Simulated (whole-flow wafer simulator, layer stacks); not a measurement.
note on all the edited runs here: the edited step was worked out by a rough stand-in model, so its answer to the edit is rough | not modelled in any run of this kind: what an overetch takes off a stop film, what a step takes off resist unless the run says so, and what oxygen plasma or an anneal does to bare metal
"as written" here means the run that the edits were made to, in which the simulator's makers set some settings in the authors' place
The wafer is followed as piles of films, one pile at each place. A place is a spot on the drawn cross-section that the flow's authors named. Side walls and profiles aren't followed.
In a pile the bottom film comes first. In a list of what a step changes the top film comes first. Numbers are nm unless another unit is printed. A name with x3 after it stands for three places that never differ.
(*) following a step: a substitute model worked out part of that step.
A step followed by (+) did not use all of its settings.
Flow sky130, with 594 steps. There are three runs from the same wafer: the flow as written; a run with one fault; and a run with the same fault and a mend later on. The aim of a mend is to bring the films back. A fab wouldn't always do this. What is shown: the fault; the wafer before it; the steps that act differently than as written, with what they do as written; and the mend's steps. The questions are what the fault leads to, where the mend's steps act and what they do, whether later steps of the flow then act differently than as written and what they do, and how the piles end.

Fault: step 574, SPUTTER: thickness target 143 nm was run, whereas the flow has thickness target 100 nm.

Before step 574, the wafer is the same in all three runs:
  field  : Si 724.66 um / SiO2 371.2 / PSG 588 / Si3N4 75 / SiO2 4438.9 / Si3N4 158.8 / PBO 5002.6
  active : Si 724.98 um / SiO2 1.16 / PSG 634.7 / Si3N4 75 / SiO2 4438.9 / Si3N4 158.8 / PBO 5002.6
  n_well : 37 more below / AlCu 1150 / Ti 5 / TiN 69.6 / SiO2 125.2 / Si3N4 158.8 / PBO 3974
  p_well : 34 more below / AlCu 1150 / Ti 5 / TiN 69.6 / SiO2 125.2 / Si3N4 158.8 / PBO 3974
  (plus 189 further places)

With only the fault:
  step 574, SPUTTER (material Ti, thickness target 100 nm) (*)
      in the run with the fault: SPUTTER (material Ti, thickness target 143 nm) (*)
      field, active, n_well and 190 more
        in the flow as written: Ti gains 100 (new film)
        in the run with the fault: Ti gains 143 (new film)
  Later steps of the flow acting differently than as written (not shown: 7 more steps that differ only slightly, by at most 2% or 0.5 nm, whichever is larger):
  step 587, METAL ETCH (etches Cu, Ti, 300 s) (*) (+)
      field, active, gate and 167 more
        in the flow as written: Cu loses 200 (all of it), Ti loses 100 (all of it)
        in the run with the fault: Cu loses 200 (all of it), Ti loses 143 (all of it)
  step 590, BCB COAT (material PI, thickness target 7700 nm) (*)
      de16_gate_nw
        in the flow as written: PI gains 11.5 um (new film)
        in the run with the fault: PI gains 11.54 um (new film)
  The piles end different from the flow's at n_well, p_well, sd_n and 20 more by more than 2% or 0.5 nm, whichever is larger.
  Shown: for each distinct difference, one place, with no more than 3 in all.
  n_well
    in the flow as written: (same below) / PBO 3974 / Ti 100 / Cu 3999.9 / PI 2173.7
    in the run with the fault: (same below) / PBO 3974 / Ti 143 / Cu 3999.9 / PI 2145.7
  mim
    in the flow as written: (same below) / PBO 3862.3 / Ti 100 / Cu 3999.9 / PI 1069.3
    in the run with the fault: (same below) / PBO 3862.3 / Ti 143 / Cu 3999.9 / PI 1029.1
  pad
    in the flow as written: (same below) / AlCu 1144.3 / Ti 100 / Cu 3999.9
    in the run with the fault: (same below) / AlCu 1144.3 / Ti 143 / Cu 3999.9

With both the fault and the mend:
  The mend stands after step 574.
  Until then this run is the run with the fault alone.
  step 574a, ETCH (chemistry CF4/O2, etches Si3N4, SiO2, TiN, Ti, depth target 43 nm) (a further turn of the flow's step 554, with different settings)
      field, active, n_well and 190 more
        Ti loses 43
  None of the later steps of the flow differs from how it acts as written, at any place that is followed, by more than 2% or 0.5 nm, whichever is larger.
  By the end, the piles equal the flow's at every place that both follow.
